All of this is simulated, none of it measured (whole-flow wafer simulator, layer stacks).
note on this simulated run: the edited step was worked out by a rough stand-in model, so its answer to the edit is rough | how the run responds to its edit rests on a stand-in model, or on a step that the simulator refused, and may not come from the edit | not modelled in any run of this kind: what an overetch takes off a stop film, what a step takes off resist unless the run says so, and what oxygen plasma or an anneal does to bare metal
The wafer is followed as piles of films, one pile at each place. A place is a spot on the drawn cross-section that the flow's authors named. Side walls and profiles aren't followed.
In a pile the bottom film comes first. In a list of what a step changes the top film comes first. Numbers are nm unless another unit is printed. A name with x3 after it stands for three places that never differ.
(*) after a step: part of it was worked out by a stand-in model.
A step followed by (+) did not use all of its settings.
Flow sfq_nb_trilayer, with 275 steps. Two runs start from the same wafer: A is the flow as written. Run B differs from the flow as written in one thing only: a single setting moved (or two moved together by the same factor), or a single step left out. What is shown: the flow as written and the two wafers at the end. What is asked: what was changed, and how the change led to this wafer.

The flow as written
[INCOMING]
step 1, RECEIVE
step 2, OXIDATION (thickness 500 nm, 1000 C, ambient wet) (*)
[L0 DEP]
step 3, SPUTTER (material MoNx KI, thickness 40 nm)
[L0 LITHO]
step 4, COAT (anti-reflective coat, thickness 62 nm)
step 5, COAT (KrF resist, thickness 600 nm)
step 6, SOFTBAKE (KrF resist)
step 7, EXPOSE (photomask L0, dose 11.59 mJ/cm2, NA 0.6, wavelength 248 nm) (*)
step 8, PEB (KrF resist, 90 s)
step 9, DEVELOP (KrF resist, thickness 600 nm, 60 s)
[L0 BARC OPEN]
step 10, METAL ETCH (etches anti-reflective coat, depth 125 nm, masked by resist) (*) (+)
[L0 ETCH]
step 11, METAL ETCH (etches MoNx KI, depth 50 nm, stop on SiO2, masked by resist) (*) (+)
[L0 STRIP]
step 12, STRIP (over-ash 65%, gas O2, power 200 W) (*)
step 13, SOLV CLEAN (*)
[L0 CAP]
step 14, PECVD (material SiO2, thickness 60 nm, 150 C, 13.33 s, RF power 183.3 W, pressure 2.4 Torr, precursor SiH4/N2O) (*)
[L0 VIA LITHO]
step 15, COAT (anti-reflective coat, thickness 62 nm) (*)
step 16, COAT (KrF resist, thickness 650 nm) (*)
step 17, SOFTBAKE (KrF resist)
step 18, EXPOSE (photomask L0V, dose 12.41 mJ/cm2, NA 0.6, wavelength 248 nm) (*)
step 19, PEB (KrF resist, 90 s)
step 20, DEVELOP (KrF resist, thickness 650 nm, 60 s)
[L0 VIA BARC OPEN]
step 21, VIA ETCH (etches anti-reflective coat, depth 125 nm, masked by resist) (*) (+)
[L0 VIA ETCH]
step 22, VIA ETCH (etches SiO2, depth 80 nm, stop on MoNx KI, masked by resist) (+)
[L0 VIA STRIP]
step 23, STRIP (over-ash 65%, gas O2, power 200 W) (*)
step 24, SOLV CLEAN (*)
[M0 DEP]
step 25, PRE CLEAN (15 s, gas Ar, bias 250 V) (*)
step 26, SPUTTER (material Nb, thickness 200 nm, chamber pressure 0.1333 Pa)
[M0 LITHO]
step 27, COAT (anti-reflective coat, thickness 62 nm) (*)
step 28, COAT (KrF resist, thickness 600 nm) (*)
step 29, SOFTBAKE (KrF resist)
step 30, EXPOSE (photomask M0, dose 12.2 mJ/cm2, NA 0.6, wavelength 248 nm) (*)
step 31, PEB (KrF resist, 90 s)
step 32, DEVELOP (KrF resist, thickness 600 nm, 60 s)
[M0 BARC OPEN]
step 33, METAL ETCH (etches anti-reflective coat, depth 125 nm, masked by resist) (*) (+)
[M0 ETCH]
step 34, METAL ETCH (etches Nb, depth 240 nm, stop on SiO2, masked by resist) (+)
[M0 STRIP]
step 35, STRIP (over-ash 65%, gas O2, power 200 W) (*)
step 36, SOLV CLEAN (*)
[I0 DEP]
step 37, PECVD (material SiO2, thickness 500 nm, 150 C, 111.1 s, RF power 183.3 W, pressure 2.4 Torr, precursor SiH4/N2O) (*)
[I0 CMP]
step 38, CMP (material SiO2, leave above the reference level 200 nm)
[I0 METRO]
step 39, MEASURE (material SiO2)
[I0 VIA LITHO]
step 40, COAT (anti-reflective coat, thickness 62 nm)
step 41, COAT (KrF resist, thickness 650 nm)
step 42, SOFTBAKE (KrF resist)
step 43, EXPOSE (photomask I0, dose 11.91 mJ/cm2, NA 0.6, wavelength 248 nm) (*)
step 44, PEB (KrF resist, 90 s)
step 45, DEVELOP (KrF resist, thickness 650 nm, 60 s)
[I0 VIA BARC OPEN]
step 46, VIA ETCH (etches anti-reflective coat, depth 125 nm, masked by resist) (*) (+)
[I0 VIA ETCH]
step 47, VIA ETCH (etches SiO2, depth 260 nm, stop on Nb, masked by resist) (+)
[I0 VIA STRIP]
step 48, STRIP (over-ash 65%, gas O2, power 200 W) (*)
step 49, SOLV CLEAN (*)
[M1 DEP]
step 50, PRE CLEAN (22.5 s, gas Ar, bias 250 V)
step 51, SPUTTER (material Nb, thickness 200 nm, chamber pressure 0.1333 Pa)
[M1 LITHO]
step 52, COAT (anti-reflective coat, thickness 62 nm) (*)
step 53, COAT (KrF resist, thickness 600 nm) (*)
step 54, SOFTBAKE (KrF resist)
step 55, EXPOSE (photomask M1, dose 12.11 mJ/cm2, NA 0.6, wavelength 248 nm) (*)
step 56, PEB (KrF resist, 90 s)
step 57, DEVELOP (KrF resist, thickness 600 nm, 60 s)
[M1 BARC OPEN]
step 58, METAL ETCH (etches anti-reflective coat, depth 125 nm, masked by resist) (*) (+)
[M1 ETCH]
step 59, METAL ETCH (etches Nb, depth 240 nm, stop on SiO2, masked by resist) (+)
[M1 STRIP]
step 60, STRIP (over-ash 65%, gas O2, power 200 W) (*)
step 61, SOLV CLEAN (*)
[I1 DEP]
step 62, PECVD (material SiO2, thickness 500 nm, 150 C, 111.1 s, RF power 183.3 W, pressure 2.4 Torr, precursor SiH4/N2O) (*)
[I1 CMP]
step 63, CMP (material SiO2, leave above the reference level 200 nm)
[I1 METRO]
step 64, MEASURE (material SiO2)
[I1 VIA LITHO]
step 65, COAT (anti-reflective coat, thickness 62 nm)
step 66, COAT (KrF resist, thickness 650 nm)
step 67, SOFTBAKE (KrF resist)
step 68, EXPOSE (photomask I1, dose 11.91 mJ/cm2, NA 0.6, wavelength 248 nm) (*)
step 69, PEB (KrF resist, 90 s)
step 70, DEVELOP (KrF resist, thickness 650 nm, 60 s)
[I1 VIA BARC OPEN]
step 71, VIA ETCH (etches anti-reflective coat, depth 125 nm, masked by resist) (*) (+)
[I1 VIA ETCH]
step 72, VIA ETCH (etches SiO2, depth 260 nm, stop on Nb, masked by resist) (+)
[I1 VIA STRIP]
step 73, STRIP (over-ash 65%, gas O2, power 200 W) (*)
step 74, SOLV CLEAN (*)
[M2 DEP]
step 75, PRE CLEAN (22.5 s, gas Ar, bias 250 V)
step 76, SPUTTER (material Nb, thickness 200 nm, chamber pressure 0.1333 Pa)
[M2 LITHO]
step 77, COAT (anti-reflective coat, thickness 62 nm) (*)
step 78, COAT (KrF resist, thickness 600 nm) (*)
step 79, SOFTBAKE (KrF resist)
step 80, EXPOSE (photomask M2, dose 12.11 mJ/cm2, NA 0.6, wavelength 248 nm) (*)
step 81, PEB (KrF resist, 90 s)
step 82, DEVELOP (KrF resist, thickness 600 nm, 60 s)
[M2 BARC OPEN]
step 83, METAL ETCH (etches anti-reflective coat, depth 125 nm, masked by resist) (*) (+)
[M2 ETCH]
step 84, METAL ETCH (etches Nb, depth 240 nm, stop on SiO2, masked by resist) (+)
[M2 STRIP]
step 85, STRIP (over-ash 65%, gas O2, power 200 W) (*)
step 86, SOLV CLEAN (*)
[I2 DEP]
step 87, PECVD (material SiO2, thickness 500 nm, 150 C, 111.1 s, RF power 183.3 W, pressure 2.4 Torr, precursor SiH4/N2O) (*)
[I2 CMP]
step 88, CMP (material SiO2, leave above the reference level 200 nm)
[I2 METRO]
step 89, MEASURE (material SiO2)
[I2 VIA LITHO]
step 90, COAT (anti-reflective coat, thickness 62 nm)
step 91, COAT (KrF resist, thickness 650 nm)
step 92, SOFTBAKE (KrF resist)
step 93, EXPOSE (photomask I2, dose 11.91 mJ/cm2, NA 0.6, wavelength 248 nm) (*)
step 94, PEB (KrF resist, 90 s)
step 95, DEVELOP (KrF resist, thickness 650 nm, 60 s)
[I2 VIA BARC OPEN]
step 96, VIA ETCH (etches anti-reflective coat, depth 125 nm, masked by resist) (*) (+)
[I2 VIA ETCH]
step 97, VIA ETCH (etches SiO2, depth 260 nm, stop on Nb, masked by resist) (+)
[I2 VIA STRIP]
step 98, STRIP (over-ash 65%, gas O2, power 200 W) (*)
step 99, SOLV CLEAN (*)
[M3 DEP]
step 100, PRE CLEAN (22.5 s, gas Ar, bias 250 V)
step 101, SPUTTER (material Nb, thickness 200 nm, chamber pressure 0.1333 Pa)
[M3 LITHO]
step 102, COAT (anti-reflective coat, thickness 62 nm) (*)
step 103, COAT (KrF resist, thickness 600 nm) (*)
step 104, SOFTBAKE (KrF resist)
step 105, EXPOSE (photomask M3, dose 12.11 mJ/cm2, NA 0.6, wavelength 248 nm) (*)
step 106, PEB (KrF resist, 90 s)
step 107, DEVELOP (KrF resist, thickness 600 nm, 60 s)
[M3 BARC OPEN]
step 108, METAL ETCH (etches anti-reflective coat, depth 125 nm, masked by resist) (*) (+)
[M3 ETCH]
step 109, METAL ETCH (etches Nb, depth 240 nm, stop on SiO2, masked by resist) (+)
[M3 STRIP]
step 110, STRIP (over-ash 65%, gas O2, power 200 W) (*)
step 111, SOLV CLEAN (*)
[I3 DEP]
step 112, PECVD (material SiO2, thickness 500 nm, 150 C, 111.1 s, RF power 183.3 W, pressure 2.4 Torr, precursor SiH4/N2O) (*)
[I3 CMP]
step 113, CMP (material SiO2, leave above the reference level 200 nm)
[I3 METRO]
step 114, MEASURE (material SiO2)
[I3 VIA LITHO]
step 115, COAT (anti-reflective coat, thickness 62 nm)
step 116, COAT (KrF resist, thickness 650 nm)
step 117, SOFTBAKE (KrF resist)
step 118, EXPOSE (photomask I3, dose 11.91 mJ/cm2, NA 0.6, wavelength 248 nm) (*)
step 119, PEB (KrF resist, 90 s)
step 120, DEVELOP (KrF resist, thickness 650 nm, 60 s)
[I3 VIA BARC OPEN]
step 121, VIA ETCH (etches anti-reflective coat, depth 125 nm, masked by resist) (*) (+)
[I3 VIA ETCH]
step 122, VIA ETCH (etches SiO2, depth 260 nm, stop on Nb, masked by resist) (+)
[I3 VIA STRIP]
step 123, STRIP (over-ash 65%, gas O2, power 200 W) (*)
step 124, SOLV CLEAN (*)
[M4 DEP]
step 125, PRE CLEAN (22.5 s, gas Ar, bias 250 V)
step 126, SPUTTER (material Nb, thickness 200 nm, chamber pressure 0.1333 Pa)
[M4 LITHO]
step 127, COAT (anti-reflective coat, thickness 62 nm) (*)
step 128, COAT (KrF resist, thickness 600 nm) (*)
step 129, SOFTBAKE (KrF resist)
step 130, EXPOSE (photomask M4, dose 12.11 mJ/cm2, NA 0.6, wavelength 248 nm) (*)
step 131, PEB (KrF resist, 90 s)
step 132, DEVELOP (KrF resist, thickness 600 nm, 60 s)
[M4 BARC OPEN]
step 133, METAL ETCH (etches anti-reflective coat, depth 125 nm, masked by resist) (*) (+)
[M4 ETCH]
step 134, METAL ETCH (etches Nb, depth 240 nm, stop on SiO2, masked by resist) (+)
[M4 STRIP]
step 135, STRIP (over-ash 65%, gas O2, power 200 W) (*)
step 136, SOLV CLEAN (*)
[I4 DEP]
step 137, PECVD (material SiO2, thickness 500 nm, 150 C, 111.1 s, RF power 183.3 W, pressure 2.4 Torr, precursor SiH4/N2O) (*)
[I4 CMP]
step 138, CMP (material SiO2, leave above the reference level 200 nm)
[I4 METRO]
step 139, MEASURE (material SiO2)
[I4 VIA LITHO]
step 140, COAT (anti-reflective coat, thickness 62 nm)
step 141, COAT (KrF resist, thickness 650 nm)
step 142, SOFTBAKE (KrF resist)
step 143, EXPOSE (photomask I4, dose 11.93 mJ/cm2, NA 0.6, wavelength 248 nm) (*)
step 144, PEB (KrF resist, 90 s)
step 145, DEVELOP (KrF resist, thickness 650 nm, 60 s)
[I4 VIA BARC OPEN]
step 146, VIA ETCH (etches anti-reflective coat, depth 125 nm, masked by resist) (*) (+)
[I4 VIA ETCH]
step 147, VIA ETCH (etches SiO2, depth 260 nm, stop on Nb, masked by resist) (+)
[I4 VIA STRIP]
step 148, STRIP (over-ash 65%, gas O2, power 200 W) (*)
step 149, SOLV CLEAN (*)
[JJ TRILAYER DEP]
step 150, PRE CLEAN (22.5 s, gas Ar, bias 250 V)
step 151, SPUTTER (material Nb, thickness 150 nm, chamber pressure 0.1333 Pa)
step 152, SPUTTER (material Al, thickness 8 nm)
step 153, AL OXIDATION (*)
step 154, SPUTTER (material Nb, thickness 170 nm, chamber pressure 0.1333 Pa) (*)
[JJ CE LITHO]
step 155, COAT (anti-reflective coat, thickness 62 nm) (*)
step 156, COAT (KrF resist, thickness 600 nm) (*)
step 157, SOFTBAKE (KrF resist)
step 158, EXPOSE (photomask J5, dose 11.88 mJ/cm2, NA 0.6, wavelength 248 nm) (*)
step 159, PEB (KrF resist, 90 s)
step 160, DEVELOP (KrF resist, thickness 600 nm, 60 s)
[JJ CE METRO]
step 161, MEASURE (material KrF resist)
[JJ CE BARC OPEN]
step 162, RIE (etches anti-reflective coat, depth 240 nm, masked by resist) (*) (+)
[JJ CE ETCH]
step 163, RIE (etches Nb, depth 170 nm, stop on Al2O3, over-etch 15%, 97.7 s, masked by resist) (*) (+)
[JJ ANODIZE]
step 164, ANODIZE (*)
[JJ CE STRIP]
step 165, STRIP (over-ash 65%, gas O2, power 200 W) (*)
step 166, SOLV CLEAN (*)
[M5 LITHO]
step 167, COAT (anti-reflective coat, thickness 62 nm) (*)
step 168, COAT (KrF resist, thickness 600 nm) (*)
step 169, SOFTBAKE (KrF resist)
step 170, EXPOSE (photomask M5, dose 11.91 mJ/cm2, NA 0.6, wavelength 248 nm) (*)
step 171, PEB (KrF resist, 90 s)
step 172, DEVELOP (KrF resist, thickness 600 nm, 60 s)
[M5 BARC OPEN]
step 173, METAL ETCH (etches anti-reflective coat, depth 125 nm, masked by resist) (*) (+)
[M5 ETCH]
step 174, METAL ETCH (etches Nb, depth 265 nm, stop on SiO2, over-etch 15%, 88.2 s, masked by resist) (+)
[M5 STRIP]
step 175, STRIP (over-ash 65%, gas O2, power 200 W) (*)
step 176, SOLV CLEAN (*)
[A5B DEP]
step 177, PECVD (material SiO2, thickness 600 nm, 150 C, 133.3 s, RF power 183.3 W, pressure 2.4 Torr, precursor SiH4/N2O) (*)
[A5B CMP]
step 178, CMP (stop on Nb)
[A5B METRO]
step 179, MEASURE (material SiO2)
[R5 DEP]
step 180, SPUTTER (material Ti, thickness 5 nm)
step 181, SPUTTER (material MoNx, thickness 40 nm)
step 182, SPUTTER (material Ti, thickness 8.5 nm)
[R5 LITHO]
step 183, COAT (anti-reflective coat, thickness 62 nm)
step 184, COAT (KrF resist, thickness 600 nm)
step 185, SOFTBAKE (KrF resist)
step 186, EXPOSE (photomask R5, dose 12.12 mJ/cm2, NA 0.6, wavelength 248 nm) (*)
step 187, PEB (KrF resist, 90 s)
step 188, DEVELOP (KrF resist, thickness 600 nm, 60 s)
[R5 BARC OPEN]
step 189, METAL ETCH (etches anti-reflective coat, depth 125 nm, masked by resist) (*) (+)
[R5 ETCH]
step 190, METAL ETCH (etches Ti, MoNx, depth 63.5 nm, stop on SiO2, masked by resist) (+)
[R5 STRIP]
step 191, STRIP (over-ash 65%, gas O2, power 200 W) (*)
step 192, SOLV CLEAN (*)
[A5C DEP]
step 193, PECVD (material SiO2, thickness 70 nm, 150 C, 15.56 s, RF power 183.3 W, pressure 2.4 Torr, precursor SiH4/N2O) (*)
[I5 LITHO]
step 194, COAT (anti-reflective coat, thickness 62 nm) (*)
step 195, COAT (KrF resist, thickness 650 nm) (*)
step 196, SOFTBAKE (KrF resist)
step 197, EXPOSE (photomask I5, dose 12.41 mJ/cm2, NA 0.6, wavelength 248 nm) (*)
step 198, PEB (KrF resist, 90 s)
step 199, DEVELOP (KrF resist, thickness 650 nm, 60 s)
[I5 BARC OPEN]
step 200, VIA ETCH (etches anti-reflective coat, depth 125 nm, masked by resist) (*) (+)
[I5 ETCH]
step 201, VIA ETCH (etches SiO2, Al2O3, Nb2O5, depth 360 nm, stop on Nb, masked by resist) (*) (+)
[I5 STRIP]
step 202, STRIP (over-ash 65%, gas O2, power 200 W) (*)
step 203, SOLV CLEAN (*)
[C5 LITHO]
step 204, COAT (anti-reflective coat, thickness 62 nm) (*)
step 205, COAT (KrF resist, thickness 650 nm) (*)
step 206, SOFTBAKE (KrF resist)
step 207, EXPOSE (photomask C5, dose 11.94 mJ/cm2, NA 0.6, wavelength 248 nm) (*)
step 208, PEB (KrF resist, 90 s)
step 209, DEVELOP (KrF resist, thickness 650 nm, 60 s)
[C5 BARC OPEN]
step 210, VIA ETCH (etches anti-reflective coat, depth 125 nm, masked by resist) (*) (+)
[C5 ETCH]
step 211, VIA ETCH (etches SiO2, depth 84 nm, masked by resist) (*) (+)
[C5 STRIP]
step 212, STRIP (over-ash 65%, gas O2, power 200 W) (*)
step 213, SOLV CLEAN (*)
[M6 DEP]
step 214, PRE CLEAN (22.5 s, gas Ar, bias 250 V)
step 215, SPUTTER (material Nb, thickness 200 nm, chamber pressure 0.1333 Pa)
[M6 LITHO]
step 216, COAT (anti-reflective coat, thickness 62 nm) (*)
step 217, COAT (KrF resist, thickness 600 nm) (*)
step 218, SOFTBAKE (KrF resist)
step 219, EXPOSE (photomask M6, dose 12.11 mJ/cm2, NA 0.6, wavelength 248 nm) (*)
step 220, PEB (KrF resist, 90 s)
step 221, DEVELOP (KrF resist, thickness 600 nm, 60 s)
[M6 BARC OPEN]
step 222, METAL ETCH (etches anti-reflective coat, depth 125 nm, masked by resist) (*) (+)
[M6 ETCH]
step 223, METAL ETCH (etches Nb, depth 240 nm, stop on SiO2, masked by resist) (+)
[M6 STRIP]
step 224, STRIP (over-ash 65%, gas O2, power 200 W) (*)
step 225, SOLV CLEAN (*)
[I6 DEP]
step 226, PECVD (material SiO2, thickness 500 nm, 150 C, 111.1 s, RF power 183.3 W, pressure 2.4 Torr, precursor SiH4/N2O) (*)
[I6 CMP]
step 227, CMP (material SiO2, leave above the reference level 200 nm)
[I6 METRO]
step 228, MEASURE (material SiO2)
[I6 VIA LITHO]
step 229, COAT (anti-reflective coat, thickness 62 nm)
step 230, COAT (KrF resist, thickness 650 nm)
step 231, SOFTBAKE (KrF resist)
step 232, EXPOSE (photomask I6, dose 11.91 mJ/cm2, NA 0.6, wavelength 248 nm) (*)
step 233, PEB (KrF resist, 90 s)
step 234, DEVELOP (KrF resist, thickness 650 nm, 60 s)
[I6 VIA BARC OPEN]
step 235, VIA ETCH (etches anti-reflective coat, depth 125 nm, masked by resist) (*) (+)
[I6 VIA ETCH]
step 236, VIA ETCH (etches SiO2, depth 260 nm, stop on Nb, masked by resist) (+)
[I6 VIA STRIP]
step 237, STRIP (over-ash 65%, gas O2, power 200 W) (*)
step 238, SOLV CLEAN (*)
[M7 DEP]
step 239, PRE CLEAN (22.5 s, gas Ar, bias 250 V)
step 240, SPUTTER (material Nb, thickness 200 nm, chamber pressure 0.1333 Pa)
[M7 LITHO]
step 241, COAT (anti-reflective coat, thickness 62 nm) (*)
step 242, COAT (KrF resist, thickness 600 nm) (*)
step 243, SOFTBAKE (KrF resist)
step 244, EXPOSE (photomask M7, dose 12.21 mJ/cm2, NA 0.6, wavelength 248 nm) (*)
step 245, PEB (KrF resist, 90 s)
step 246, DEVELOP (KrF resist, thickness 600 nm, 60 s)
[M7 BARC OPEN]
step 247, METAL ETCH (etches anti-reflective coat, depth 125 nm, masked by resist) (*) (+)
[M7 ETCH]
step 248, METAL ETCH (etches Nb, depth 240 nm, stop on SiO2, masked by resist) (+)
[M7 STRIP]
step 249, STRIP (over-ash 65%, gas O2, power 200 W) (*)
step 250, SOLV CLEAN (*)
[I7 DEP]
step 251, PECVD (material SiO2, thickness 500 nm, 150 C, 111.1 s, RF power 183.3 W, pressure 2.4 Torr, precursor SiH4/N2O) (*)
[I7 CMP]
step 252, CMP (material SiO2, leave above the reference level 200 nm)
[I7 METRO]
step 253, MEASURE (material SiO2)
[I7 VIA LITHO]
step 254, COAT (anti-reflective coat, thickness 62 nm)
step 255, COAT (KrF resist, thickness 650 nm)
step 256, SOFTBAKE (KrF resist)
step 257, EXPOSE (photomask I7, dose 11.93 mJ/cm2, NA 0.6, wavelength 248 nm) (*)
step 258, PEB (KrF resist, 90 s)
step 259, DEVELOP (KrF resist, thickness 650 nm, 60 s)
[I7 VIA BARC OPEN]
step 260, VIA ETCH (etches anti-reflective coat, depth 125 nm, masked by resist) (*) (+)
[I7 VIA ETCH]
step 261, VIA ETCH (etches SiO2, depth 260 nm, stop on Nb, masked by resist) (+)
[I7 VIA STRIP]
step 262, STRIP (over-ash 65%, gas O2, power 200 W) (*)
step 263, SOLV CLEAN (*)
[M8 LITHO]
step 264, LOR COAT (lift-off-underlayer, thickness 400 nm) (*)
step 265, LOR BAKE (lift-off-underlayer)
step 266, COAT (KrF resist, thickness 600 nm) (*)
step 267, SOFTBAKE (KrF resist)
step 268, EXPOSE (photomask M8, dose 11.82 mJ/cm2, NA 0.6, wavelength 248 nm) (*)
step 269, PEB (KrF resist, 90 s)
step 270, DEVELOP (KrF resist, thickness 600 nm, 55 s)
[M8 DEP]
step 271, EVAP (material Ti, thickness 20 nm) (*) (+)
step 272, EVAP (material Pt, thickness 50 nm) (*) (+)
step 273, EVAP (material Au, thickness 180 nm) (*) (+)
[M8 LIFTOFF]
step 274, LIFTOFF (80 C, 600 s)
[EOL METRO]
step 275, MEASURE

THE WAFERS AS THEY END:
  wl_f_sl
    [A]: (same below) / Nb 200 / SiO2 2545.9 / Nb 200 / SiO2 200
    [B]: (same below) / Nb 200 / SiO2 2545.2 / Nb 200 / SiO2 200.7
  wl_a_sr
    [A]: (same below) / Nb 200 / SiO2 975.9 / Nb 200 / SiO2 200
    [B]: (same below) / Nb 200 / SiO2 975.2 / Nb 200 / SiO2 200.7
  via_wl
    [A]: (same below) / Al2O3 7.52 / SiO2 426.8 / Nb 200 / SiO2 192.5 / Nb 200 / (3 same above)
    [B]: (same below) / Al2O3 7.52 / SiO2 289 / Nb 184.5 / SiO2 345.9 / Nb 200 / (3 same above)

What caused this: step 177, PECVD: thickness 240 nm was run, though the flow has thickness 600 nm; step 177, PECVD: 53.33 s was run, where the flow has 133.3 s.

How this came from the change, step by step:
  step 177, PECVD (material SiO2, thickness 600 nm, 150 C, 133.3 s, RF power 183.3 W, pressure 2.4 Torr, precursor SiH4/N2O) (*)
      v_sur, via_sp, via_v and 47 more: A +600 SiO2 (new film) | B +240 SiO2 (new film)
      field_l, p4_fl, p4_fm and 39 more: A +600 SiO2 | B +240 SiO2
      (and at 14 other places as well)
  step 178, CMP (stop on Nb)
      field_l, p4_fl, p4_fm and 39 more: A -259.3 SiO2 | B nothing
      r_sur, res, r_end, moat, field_r, lsp_l: A -252.3 SiO2 | B nothing
      (and at 58 other places as well)
  step 180, SPUTTER (material Ti, thickness 5 nm)
      via_wl, via_wr: A +5 Ti (new film) | B +3.68 Ti (new film)
      r_sur: A +5 Ti (new film) | B +4.48 Ti (new film)
  step 181, SPUTTER (material MoNx, thickness 40 nm)
      via_wl, via_wr: A +40 MoNx (new film) | B +30.1 MoNx (new film)
      via_w: A +40 MoNx (new film) | B +39.1 MoNx (new film)
      (and at 2 other places as well)
  step 182, SPUTTER (material Ti, thickness 8.5 nm)
      via_wl, via_wr: A +8.5 Ti (new film) | B +6.15 Ti (new film)
      r_sur: A +8.5 Ti (new film) | B +7.58 Ti (new film)
  step 183, COAT (anti-reflective coat, thickness 62 nm)
      moat, wl_c_sl, wl_d_sr: A +62 anti-reflective coat (new film) | B +64.7 anti-reflective coat (new film)
      via_v, sp_r: A +62 anti-reflective coat (new film) | B +55.4 anti-reflective coat (new film)
      (and at 60 other places as well)
  step 184, COAT (KrF resist, thickness 600 nm)
      via_sp, wl_jj: A +600 KrF resist (new film) | B +565.3 KrF resist (new film)
      m5r_line_l, m5r_line_r: A +600 KrF resist (new film) | B +563.8 KrF resist (new film)
      (and at 35 other places as well)
  step 188, DEVELOP (KrF resist, thickness 600 nm, 60 s)
      via_sp, wl_jj: A -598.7 KrF resist (all of it) | B -564.2 KrF resist (all of it)
      m5r_line_l, m5r_line_r: A -598.7 KrF resist (all of it) | B -562.6 KrF resist (all of it)
      (and at 32 other places as well)
  step 189, METAL ETCH (etches anti-reflective coat, depth 125 nm, masked by resist) (*) (+)
      via_wl, via_wr: A -62 anti-reflective coat (all of it) | B -125 anti-reflective coat
      be_r, r_sur, res, r_end, r5r_line_l, r5r_line_c, r5r_line_r: A -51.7 KrF resist | B -69.4 KrF resist
      (and at 59 other places as well)
  step 190, METAL ETCH (etches Ti, MoNx, depth 63.5 nm, stop on SiO2, masked by resist) (+)
      via_wl: A -8.5 Ti (all of it), -40 MoNx (all of it), -5 Ti (all of it) | B -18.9 anti-reflective coat (all of it), -6.15 Ti (all of it), -30.1 MoNx (all of it), -3.68 Ti (all of it)
      via_wr: A -8.5 Ti (all of it), -40 MoNx (all of it), -5 Ti (all of it) | B -19.6 anti-reflective coat (all of it), -6.15 Ti (all of it), -30.1 MoNx (all of it), -3.68 Ti (all of it)
      (and at 2 other places as well)
  step 191, STRIP (over-ash 65%, gas O2, power 200 W) (*)
      r5r_line_l, r5r_line_c, r5r_line_r: A -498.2 KrF resist (all of it), -62 anti-reflective coat (all of it) | B -480.4 KrF resist (all of it), -62 anti-reflective coat (all of it)
      be_r: A -498.2 KrF resist (all of it), -62 anti-reflective coat (all of it) | B -446.2 KrF resist (all of it), -50.5 anti-reflective coat (all of it)
      (and at 3 other places as well)
  step 193, PECVD (material SiO2, thickness 70 nm, 150 C, 15.56 s, RF power 183.3 W, pressure 2.4 Torr, precursor SiH4/N2O) (*)
      via_wl, via_w, via_wr: A +70 SiO2 | B +68.3 SiO2
  step 194, COAT (anti-reflective coat, thickness 62 nm) (*)
      wl_c_sl, wl_c_m6, wl_d_m1, wl_d_sr: A +62 anti-reflective coat (new film) | B +64.8 anti-reflective coat (new film)
      p4_fm, p3_fr: A +62 anti-reflective coat (new film) | B +66.3 anti-reflective coat (new film)
      (and at 60 other places as well)
  step 195, COAT (KrF resist, thickness 650 nm) (*)
      m5r_line_l, m5r_line_r: A +650 KrF resist (new film) | B +614.4 KrF resist (new film)
      m5r_space_l, m5r_space_r: A +650 KrF resist (new film) | B +676.1 KrF resist (new film)
      (and at 33 other places as well)
  step 199, DEVELOP (KrF resist, thickness 650 nm, 60 s)
      be: A -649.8 KrF resist (all of it) | B -626.9 KrF resist (all of it)
  step 200, VIA ETCH (etches anti-reflective coat, depth 125 nm, masked by resist) (*) (+)
      field_l, v_sur, via_wl and 102 more: A -52 KrF resist | B -47.1 KrF resist
      be: A -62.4 anti-reflective coat (all of it), -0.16 SiO2 | B -56.5 anti-reflective coat (all of it), -0.14 SiO2
  ... another 20 steps ...
  step 252, CMP (material SiO2, leave above the reference level 200 nm)
      field_r, lsp_l: A -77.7 SiO2 | B -68 SiO2
      l0_sur, l0v: A -87.8 SiO2 | B -79.2 SiO2
      (and at 3 other places as well)
